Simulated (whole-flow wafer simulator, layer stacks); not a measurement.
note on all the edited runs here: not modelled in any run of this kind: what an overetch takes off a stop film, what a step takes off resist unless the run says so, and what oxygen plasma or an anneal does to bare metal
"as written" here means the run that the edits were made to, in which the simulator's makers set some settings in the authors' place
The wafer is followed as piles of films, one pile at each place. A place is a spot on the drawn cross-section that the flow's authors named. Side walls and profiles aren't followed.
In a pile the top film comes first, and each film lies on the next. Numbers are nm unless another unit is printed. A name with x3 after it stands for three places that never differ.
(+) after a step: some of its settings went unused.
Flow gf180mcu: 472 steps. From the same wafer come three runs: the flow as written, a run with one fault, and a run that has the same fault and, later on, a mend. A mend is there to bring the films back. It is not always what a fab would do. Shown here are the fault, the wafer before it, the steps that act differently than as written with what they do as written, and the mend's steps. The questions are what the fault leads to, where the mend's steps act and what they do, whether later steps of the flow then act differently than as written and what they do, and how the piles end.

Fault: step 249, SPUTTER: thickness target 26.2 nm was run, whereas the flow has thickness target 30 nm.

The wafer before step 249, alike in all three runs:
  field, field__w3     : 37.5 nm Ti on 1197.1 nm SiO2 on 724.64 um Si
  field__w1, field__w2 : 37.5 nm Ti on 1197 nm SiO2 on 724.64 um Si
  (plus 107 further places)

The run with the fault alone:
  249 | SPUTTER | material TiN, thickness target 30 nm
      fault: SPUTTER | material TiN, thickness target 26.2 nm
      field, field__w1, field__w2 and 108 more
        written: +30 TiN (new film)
        fault: +26.2 TiN (new film)
  Later steps of the flow acting differently than as written (not shown: 1 more step that differs only slightly, by at most 2% or 0.5 nm, whichever is larger):
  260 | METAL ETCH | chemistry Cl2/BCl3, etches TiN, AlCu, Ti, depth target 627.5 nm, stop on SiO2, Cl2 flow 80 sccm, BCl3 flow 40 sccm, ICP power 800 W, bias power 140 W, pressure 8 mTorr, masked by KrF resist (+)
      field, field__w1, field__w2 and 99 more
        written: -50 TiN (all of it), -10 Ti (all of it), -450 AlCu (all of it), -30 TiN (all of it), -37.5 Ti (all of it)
        fault: -50 TiN (all of it), -10 Ti (all of it), -450 AlCu (all of it), -26.2 TiN (all of it), -37.5 Ti (all of it)
  The piles end different from the flow's at field__w8, contact, m1 and 6 more by more than 2% or 0.5 nm, whichever is larger.
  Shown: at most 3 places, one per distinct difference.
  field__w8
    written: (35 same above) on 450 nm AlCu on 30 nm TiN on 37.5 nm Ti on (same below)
    fault: (35 same above) on 450 nm AlCu on 26.2 nm TiN on 37.5 nm Ti on (same below)
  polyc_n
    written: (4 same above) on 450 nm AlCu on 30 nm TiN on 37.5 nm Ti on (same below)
    fault: (4 same above) on 450 nm AlCu on 26.2 nm TiN on 37.5 nm Ti on (same below)
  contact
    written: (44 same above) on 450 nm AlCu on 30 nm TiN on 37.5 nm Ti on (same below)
    fault: (44 same above) on 450 nm AlCu on 26.2 nm TiN on 37.5 nm Ti on (same below)

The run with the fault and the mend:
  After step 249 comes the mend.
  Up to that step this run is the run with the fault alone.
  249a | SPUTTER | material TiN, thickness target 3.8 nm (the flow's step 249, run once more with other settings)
      field, field__w1, field__w2 and 108 more
        +3.8 TiN
  Later steps of the flow that are run all act as written at every place that is followed.
  By the end, the piles equal the flow's at every place that both follow.
